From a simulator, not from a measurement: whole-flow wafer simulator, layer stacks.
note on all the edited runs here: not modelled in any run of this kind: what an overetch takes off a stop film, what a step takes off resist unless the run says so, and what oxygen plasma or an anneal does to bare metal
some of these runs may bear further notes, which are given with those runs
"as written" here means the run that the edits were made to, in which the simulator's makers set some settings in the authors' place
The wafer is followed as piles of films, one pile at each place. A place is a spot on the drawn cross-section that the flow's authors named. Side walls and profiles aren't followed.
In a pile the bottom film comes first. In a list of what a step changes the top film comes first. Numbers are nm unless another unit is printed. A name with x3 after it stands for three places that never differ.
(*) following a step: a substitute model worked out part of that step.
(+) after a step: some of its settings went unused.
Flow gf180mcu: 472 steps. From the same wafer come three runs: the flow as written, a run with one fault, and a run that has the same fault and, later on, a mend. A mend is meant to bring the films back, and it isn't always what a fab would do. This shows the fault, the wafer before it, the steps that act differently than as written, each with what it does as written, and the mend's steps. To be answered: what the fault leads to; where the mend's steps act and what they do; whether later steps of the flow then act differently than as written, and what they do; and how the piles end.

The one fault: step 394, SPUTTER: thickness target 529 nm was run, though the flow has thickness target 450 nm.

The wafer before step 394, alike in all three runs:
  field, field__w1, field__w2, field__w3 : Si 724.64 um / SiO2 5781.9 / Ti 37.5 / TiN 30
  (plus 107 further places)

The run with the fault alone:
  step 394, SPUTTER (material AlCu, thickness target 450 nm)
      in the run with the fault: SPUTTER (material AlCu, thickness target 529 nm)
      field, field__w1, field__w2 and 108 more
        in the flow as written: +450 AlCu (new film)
        in the run with the fault: +529 AlCu (new film)
  Later steps of the flow acting differently than as written (1 other step is not shown; it differs only slightly, by no more than 2% or 0.5 nm, whichever is larger):
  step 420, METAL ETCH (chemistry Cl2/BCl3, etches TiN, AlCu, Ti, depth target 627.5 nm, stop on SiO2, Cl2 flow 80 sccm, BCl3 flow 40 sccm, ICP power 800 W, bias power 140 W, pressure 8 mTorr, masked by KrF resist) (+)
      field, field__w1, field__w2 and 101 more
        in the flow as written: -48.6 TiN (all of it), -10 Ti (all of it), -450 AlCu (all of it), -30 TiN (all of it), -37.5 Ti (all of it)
        in the run with the fault: -48.6 TiN (all of it), -10 Ti (all of it), -529 AlCu (all of it), -30 TiN (all of it), -9.94 Ti
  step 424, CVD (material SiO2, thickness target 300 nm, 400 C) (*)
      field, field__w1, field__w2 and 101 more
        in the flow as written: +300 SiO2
        in the run with the fault: +300 SiO2 (new film)
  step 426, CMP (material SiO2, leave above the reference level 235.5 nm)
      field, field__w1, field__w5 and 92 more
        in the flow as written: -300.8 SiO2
        in the run with the fault: -249.4 SiO2
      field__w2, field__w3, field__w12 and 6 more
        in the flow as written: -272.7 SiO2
        in the run with the fault: -218.9 SiO2
  The piles end different from the flow's at field, field__w1, field__w2 and 109 more by more than 2% or 0.5 nm, whichever is larger.
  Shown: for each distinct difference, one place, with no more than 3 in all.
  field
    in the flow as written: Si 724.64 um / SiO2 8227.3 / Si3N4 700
    in the run with the fault: Si 724.64 um / SiO2 5781.9 / Ti 27.6 / SiO2 2496.8 / Si3N4 700
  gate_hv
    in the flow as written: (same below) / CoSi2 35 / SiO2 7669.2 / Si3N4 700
    in the run with the fault: (same below) / CoSi2 35 / SiO2 5223.8 / Ti 27.6 / SiO2 2496.8 / Si3N4 700
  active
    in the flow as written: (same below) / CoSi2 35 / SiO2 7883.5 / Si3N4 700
    in the run with the fault: (same below) / CoSi2 35 / SiO2 5438.1 / Ti 27.6 / SiO2 2496.8 / Si3N4 700

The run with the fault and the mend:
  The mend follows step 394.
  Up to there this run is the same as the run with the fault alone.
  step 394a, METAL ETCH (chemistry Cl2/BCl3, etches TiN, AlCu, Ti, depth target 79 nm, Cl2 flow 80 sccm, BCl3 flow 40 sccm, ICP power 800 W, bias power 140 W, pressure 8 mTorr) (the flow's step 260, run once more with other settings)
      field, field__w1, field__w2 and 108 more
        -79 AlCu
  Every later step of the flow that is run acts as written at every place that is followed.
  The piles end the same as the flow's at every place that both follow.
